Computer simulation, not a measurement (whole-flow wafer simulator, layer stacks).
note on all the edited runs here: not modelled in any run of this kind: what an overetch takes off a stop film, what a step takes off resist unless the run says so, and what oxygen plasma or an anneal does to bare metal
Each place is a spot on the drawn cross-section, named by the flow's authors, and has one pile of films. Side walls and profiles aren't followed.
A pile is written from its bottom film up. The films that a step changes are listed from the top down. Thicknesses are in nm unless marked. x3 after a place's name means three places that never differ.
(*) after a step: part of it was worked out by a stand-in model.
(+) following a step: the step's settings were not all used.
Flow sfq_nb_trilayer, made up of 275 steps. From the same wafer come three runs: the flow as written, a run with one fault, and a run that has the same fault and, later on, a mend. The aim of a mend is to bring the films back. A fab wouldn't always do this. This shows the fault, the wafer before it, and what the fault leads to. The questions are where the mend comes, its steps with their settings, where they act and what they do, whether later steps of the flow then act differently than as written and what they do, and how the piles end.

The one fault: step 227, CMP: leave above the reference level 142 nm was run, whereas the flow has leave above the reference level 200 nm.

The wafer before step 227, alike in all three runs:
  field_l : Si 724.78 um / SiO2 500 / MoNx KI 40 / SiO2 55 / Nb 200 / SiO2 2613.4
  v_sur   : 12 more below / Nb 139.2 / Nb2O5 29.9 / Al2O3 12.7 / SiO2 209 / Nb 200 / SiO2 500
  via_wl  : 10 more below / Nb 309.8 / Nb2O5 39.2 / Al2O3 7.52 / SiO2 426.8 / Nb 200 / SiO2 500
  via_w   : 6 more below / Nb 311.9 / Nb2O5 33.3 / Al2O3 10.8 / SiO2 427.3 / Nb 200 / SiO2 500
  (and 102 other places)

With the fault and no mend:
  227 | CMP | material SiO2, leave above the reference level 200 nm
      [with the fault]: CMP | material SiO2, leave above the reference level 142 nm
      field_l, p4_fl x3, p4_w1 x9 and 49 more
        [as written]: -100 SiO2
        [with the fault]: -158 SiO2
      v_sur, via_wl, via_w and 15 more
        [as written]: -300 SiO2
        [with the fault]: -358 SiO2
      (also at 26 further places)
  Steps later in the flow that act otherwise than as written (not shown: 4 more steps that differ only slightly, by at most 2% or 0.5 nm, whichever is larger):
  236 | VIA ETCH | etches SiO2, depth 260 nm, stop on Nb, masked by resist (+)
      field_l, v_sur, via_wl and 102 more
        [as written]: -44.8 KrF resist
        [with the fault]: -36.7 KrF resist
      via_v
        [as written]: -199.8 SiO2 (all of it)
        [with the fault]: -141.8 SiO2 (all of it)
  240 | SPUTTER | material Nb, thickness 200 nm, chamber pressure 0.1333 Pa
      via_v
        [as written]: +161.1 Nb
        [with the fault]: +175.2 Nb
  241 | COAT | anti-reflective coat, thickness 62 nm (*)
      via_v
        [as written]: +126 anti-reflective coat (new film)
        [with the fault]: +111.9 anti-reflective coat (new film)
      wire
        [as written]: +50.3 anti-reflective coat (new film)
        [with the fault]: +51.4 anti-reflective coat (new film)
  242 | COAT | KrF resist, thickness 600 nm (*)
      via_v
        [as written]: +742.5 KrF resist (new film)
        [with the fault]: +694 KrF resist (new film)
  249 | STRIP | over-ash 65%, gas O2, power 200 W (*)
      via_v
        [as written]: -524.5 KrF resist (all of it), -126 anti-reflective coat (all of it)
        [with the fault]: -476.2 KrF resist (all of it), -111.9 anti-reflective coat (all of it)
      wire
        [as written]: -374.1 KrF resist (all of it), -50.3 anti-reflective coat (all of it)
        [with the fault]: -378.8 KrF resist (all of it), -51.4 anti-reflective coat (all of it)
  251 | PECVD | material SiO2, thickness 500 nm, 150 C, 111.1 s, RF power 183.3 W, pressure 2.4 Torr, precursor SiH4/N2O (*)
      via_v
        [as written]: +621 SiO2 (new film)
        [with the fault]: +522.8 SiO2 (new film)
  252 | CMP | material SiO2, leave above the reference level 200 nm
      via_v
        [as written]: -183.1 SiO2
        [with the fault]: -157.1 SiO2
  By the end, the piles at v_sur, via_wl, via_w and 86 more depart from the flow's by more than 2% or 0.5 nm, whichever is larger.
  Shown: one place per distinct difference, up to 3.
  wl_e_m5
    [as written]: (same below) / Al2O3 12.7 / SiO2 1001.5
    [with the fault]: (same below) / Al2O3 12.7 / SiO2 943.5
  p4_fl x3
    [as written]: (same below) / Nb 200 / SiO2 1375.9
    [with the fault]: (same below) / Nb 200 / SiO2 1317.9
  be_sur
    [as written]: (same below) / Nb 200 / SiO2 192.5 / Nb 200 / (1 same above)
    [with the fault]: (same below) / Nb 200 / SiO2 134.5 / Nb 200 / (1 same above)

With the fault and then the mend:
  After step 228 comes the mend.
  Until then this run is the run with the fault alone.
  228a | PECVD | material SiO2, thickness 58 nm, 150 C, 12.89 s, RF power 183.3 W, pressure 2.4 Torr, precursor SiH4/N2O (the flow's step 226 again, with other settings)
      field_l, v_sur, via_wl and 103 more
        +58 SiO2
  Later steps of the flow that are run all act as written at every place that is followed, up to a difference of at most 2% or 0.5 nm, whichever is larger.
  By the end, the piles equal the flow's at every place that both follow.
